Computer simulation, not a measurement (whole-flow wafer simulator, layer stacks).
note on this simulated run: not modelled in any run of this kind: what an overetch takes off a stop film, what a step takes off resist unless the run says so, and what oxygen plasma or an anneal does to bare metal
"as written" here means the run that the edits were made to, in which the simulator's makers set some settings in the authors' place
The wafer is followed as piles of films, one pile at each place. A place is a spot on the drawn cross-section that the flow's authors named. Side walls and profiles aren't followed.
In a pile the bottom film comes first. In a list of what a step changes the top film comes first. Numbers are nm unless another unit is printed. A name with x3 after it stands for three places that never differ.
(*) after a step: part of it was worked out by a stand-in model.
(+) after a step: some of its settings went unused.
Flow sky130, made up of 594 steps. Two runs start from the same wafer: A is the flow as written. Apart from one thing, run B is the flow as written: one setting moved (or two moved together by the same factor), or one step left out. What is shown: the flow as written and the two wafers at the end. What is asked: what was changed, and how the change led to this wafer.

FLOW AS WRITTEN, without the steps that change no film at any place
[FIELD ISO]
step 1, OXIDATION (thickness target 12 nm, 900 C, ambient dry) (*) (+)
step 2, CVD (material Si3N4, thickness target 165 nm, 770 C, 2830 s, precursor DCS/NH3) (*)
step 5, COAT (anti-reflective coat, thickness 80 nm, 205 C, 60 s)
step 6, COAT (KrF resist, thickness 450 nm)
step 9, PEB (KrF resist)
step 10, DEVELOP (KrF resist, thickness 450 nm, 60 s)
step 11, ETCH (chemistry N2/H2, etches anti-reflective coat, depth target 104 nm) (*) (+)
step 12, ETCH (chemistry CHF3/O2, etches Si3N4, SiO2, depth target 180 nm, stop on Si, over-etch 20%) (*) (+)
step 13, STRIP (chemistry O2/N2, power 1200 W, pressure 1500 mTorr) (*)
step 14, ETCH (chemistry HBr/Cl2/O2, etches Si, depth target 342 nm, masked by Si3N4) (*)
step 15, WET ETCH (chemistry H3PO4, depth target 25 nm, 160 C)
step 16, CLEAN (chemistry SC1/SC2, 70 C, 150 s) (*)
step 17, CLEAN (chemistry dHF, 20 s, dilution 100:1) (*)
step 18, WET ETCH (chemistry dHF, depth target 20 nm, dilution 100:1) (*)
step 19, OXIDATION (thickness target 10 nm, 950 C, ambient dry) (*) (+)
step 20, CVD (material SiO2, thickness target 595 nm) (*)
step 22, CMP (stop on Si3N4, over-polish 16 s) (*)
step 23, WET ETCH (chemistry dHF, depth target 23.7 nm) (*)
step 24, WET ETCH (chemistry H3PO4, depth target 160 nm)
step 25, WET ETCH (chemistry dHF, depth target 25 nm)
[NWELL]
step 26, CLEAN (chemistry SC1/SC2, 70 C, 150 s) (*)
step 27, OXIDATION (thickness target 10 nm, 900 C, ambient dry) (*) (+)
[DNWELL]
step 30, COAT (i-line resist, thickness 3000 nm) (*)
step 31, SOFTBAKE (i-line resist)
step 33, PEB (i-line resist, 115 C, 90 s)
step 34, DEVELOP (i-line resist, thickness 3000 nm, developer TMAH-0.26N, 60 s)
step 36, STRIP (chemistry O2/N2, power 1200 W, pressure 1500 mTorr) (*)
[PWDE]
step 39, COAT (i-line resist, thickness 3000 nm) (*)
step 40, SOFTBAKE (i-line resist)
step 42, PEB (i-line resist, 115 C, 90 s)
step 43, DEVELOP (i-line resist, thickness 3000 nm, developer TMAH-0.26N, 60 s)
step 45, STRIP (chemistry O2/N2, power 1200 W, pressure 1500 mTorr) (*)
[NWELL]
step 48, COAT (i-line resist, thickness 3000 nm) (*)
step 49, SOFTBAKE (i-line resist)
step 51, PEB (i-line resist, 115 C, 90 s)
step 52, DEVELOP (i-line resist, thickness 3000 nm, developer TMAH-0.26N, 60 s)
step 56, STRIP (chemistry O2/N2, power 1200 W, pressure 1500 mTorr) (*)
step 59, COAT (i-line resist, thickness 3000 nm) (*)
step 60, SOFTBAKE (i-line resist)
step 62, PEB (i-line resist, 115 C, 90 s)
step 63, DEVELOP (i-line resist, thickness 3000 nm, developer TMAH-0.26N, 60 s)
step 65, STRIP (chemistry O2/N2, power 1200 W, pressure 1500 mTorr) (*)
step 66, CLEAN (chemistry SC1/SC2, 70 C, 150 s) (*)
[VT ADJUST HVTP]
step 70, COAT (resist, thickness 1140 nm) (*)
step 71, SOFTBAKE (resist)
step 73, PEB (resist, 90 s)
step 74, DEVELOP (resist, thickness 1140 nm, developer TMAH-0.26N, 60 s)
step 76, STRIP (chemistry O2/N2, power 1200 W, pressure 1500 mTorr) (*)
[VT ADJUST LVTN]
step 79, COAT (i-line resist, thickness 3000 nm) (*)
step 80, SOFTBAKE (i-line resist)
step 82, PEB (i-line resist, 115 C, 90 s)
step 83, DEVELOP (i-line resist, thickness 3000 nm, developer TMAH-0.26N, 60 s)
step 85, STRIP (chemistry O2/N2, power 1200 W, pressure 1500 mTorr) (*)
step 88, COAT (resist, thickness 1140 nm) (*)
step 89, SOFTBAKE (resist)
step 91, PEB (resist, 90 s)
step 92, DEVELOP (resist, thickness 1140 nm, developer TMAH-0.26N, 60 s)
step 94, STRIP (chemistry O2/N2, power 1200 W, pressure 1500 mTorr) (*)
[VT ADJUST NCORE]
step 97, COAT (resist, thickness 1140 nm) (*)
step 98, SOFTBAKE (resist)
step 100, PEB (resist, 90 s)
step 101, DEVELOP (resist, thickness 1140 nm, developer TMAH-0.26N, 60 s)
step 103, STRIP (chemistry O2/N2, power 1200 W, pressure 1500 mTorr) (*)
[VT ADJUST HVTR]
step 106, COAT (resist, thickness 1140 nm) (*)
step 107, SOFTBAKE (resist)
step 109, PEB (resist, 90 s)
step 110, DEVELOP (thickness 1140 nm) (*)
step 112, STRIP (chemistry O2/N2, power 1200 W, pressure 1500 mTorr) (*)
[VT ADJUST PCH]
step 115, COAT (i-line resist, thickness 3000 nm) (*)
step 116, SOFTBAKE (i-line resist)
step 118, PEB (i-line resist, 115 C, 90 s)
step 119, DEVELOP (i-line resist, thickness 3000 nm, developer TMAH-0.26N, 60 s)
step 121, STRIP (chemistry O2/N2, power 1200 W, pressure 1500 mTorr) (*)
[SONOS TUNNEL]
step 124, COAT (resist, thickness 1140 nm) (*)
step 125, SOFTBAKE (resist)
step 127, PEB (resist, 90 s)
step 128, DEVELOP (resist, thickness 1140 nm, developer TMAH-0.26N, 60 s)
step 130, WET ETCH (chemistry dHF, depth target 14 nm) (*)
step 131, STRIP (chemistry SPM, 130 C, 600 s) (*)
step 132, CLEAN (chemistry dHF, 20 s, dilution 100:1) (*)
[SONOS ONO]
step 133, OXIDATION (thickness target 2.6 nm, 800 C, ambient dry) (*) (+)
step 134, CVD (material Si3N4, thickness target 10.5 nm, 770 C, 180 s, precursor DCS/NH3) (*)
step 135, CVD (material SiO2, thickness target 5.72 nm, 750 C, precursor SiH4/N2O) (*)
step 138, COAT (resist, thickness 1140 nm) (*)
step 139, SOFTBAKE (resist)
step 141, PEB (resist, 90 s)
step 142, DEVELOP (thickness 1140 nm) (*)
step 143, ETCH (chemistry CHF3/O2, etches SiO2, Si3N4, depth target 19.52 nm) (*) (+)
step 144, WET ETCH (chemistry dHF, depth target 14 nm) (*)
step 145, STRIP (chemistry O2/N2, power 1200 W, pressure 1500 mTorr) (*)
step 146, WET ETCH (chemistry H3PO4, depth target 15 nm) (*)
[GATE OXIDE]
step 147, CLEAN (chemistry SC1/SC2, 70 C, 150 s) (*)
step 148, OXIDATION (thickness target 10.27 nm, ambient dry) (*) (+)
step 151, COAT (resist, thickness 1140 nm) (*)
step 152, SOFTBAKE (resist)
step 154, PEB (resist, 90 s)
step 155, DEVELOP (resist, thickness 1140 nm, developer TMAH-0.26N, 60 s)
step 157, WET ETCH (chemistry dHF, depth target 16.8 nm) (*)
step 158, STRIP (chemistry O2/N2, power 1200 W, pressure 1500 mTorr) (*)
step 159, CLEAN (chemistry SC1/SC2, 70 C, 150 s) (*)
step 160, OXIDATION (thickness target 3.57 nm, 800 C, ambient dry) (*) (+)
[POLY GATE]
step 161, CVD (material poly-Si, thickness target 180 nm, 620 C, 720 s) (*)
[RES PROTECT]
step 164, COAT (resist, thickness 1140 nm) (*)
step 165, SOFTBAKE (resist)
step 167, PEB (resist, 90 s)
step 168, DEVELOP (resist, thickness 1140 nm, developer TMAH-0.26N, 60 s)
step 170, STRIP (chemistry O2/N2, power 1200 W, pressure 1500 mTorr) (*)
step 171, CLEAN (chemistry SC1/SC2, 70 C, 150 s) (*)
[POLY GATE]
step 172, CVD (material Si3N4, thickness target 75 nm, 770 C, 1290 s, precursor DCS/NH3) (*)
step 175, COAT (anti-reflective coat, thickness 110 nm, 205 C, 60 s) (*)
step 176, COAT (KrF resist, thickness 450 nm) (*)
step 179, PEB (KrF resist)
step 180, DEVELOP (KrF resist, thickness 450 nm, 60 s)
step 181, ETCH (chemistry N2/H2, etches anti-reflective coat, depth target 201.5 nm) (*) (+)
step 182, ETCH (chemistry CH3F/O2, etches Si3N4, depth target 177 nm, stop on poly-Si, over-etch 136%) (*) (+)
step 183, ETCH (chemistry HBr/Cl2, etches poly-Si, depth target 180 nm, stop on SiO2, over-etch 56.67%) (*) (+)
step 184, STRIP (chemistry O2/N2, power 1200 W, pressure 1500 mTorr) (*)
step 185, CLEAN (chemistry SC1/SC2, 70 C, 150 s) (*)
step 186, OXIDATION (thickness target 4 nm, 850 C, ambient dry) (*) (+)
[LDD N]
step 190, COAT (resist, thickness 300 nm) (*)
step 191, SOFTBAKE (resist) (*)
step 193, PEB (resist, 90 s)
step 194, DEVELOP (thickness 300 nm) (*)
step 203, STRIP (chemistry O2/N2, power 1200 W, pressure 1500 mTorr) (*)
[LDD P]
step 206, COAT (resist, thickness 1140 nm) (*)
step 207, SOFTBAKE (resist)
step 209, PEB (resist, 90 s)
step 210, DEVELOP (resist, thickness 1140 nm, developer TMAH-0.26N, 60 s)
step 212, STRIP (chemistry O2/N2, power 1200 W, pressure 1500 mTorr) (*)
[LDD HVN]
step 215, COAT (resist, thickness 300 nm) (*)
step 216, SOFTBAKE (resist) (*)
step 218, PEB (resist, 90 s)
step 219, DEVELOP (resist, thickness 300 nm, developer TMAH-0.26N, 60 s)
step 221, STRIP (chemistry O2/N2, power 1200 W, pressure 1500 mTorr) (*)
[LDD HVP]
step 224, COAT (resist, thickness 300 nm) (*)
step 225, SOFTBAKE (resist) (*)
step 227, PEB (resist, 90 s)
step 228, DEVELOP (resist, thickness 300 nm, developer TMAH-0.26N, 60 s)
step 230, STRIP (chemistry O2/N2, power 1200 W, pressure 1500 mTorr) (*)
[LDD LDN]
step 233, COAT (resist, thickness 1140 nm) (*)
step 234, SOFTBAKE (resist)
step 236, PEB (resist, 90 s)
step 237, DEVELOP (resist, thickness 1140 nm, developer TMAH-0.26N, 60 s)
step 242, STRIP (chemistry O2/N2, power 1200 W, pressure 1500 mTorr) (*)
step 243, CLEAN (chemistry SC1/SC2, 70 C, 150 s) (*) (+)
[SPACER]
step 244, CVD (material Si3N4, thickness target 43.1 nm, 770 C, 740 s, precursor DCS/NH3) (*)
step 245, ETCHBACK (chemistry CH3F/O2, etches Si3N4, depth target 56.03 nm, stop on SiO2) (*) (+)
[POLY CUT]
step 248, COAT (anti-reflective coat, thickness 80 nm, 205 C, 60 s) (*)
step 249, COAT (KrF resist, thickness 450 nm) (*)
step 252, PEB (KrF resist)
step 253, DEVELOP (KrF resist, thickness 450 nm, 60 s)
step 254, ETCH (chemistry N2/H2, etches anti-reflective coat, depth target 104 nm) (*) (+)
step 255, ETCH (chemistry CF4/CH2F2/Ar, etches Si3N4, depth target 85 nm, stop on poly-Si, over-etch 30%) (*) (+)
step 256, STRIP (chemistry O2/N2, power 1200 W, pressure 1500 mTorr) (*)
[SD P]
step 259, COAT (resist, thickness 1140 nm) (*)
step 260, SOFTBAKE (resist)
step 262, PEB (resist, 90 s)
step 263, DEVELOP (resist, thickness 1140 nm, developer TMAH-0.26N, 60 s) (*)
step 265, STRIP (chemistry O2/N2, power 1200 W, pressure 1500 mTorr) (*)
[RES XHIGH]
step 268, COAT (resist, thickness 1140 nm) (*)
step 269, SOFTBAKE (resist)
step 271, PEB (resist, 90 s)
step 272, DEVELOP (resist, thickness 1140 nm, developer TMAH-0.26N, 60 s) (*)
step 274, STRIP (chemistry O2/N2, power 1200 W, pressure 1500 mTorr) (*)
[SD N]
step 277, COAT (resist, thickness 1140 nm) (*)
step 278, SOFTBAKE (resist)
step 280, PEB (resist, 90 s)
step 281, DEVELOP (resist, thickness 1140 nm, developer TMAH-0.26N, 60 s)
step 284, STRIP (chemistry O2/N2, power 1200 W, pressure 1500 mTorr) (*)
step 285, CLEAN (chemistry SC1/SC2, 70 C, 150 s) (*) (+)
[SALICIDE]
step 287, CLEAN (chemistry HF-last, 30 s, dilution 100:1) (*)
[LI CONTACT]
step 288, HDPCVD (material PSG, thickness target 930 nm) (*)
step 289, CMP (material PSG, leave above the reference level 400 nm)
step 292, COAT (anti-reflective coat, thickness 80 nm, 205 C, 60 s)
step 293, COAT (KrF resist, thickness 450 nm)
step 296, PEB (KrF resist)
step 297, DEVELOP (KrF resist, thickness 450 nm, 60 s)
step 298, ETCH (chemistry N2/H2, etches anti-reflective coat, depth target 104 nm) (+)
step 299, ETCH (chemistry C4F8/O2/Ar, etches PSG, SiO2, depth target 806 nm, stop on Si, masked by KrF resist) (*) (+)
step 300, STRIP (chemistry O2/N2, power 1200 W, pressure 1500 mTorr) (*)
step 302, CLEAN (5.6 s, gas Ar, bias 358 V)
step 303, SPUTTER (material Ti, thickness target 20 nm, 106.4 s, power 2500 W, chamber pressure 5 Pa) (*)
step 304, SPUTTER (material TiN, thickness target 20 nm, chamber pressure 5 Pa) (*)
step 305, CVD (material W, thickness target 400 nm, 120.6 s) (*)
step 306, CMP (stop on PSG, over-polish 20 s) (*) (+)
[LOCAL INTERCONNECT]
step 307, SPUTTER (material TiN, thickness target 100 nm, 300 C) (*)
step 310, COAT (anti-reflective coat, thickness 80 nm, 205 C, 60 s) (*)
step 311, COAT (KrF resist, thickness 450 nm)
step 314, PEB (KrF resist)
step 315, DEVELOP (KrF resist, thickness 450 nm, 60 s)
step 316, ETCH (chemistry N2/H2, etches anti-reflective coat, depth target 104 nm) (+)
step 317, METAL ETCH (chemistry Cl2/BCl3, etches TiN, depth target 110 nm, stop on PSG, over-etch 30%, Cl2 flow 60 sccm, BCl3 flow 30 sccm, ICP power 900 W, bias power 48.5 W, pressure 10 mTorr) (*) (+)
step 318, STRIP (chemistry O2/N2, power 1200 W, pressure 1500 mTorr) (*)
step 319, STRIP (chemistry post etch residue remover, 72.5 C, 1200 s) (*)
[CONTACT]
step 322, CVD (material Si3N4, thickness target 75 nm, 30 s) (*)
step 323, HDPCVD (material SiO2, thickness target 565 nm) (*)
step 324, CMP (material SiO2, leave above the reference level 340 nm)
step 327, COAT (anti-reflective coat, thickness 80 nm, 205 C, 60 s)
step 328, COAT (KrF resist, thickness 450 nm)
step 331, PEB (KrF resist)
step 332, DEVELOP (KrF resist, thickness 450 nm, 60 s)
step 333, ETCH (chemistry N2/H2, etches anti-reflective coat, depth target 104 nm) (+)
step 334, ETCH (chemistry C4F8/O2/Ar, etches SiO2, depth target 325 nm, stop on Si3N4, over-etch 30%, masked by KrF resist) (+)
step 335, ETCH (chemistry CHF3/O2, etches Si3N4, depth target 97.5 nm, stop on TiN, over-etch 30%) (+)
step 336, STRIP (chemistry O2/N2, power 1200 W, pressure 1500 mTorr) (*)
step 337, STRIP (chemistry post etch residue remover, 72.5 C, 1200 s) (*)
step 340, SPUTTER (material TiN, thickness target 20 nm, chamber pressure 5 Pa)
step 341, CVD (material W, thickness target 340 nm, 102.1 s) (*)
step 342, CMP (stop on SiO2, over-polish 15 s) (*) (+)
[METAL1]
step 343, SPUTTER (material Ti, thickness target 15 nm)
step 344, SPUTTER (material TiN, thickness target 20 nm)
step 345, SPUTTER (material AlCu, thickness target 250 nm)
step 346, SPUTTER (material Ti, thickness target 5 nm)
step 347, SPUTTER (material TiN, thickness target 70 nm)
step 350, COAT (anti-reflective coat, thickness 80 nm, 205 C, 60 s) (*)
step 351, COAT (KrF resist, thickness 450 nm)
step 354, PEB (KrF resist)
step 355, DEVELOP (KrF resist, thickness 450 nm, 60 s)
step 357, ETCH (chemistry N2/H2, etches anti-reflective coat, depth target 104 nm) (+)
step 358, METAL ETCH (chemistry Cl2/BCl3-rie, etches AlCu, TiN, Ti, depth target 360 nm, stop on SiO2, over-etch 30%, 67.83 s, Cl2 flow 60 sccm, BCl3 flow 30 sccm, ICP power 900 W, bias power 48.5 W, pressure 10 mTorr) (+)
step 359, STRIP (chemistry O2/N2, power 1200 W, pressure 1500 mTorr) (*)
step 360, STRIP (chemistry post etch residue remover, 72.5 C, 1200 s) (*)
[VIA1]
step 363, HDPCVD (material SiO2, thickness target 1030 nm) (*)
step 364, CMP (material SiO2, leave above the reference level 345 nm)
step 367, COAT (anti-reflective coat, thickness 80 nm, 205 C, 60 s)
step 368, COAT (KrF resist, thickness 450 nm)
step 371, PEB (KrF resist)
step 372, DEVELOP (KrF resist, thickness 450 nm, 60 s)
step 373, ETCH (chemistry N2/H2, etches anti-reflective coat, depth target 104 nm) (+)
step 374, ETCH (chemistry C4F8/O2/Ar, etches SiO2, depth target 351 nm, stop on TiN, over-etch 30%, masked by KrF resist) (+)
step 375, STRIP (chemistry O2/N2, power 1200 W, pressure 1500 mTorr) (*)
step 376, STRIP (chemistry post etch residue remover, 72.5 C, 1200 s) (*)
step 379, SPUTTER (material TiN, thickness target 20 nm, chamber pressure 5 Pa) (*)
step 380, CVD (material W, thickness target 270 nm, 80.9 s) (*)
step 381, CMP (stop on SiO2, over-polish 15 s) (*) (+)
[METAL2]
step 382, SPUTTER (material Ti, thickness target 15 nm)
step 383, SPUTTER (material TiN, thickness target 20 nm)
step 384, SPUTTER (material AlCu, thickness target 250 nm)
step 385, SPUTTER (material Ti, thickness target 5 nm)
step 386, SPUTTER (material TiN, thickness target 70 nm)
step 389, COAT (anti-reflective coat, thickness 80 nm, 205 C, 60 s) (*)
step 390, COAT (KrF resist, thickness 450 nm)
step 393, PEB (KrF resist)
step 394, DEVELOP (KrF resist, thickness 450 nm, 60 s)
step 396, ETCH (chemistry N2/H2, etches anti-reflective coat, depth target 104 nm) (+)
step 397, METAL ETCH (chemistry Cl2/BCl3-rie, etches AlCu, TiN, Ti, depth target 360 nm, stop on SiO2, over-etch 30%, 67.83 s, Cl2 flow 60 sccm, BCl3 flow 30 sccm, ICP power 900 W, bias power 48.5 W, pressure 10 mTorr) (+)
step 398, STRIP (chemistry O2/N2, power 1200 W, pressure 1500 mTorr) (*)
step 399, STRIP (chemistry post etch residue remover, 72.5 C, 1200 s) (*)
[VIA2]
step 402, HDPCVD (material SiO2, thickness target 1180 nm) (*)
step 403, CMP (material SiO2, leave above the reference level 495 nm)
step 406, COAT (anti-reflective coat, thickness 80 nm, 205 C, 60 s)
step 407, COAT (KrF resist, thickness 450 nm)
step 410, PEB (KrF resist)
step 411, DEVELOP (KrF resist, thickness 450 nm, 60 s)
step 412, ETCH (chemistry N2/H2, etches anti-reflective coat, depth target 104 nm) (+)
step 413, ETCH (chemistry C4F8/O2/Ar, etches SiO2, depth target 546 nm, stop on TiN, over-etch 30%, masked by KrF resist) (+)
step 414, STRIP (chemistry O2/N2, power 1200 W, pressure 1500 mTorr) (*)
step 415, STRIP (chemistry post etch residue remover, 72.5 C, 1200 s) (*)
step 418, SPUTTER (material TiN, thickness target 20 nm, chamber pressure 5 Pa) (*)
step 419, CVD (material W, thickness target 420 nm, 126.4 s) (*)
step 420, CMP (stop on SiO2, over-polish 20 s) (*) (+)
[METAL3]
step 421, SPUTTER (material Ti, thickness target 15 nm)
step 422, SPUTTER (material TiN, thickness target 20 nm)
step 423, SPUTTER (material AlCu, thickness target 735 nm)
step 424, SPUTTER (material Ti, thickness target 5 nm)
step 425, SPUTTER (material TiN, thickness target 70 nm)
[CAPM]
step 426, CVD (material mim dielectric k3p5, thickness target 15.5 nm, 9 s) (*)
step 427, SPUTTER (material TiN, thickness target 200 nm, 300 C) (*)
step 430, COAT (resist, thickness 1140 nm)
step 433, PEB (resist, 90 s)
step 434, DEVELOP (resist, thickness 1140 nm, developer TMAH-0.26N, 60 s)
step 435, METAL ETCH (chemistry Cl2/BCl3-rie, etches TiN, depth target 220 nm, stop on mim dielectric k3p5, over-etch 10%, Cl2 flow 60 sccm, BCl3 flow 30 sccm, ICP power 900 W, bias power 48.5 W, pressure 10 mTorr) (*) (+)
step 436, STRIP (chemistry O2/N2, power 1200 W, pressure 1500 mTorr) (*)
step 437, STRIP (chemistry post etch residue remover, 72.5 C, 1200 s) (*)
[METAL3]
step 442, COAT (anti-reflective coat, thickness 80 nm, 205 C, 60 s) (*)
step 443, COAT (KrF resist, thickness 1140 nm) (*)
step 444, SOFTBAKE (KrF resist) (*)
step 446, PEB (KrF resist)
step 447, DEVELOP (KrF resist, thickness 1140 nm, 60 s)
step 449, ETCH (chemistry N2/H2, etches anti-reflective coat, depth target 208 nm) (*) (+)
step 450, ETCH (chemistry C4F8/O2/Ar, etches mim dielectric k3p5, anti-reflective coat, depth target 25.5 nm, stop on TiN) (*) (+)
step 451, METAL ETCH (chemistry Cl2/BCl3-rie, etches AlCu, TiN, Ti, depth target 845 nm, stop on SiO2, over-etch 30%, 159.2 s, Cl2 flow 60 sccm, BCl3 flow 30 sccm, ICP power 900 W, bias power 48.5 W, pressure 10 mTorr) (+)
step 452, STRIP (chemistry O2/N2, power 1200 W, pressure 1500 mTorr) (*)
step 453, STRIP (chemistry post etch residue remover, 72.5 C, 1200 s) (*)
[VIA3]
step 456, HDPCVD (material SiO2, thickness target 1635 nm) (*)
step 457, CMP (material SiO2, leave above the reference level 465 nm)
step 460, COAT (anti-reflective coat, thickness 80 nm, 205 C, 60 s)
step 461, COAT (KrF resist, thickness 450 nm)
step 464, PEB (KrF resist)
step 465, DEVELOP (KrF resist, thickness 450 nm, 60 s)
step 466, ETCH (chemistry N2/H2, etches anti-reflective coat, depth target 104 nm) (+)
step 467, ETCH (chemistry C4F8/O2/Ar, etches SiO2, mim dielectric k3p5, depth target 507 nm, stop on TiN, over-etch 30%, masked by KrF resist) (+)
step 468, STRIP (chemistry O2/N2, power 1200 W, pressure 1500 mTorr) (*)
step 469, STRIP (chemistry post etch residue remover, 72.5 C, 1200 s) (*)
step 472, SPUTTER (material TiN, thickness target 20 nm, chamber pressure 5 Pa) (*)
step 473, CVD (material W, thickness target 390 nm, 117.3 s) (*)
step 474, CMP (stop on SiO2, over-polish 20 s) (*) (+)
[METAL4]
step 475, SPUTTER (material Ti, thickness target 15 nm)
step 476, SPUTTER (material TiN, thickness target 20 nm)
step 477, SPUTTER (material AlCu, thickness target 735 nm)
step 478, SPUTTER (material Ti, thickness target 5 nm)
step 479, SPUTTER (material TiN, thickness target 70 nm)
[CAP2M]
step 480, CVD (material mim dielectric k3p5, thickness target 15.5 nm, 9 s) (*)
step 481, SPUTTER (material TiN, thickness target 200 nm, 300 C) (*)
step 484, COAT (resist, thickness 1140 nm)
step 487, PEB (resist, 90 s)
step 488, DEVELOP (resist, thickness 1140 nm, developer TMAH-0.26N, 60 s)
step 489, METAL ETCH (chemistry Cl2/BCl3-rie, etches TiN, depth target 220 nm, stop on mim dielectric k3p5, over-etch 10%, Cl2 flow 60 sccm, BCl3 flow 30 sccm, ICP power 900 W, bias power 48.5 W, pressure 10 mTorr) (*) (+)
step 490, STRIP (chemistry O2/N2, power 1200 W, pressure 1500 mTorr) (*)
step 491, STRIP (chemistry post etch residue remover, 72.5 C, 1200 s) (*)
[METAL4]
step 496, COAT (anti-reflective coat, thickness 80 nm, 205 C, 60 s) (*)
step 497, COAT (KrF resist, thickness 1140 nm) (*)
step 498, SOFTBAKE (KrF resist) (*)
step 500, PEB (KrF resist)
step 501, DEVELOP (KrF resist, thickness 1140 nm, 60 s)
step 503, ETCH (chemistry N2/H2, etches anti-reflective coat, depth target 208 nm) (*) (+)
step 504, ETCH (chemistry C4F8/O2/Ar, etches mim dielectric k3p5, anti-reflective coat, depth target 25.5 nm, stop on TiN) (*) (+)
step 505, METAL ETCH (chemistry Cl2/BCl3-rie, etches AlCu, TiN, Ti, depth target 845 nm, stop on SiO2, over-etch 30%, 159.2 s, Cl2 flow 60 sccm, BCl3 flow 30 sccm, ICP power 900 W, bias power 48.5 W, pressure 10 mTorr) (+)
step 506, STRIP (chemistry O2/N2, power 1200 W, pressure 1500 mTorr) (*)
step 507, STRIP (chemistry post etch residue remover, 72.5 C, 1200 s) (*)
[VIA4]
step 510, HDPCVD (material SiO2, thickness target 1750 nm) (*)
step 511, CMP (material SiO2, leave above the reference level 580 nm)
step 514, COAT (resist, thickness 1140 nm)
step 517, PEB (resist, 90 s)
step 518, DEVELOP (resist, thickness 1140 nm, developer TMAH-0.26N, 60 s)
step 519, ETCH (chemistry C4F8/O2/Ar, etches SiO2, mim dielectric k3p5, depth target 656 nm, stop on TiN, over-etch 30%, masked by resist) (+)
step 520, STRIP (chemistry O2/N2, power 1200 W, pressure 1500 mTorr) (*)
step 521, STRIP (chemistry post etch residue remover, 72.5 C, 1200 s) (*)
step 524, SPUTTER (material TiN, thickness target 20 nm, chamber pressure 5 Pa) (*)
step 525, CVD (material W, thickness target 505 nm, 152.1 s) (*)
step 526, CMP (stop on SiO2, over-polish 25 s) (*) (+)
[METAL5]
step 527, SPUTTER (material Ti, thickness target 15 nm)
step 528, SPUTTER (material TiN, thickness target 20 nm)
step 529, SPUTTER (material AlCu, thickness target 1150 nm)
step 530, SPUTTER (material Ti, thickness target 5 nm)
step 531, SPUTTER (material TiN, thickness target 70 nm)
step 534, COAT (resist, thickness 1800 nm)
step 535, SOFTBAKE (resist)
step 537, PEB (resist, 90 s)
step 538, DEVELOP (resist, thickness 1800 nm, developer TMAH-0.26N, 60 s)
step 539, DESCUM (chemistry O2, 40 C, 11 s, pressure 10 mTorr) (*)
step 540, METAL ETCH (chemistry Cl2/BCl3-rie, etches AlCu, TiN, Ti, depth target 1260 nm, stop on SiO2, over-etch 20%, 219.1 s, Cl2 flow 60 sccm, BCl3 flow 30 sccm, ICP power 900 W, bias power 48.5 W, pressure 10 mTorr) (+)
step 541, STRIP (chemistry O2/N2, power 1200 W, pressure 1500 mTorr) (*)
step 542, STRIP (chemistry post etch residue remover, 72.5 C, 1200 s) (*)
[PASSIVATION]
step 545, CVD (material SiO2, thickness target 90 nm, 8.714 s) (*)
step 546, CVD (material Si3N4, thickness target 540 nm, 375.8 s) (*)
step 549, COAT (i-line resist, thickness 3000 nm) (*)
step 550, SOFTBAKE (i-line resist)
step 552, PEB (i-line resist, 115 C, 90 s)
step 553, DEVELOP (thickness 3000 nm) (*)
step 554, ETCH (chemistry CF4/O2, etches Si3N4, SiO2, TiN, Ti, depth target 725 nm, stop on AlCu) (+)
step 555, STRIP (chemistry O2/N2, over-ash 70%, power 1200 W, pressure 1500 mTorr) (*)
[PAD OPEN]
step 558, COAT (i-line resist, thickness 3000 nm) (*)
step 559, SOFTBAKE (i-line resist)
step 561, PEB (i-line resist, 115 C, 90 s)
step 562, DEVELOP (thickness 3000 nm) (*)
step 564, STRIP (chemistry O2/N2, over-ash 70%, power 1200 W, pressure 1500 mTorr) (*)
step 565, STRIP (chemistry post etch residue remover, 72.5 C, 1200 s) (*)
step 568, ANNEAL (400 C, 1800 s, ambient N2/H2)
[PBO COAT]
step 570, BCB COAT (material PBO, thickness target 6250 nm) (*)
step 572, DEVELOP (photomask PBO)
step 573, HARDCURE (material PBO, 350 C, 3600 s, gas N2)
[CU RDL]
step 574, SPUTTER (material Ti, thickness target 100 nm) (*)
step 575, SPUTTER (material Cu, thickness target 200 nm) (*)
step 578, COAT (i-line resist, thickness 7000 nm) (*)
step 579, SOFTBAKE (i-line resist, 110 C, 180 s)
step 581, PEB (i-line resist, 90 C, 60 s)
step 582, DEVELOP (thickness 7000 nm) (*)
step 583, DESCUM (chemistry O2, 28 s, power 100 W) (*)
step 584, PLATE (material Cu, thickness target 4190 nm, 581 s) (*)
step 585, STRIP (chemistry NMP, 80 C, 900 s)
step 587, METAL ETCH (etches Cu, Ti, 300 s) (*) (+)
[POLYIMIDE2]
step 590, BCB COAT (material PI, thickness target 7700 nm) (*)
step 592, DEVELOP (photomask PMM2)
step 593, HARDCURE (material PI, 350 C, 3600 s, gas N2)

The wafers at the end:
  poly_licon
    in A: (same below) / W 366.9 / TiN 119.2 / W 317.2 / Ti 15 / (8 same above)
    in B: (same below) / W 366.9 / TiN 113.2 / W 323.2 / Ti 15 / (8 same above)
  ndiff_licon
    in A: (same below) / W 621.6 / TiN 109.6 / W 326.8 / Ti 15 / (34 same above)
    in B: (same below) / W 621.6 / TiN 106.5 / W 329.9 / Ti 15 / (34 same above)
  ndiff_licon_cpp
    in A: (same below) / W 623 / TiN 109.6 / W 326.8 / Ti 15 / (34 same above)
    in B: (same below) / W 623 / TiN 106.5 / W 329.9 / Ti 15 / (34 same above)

Cause: step 340, SPUTTER: thickness target 14 nm was run, while the flow as written has thickness target 20 nm.

The path from the change to this, step by step:
  step 340, SPUTTER (material TiN, thickness target 20 nm, chamber pressure 5 Pa)
      field, active, n_well and 184 more: A +20 TiN (new film) | B +14 TiN (new film)
      ndiff_licon_cpp, rpo_hd_licon: A +10.4 TiN | B +7.32 TiN
      (and at 2 other places as well)
  step 342, CMP (stop on SiO2, over-polish 15 s) (*) (+)
      field, active, n_well and 184 more: A -340 W (all of it), -20 TiN (all of it), -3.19 SiO2 | B -340 W (all of it), -14 TiN (all of it), -3.19 SiO2
      poly_licon: A -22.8 W | B -16.8 W
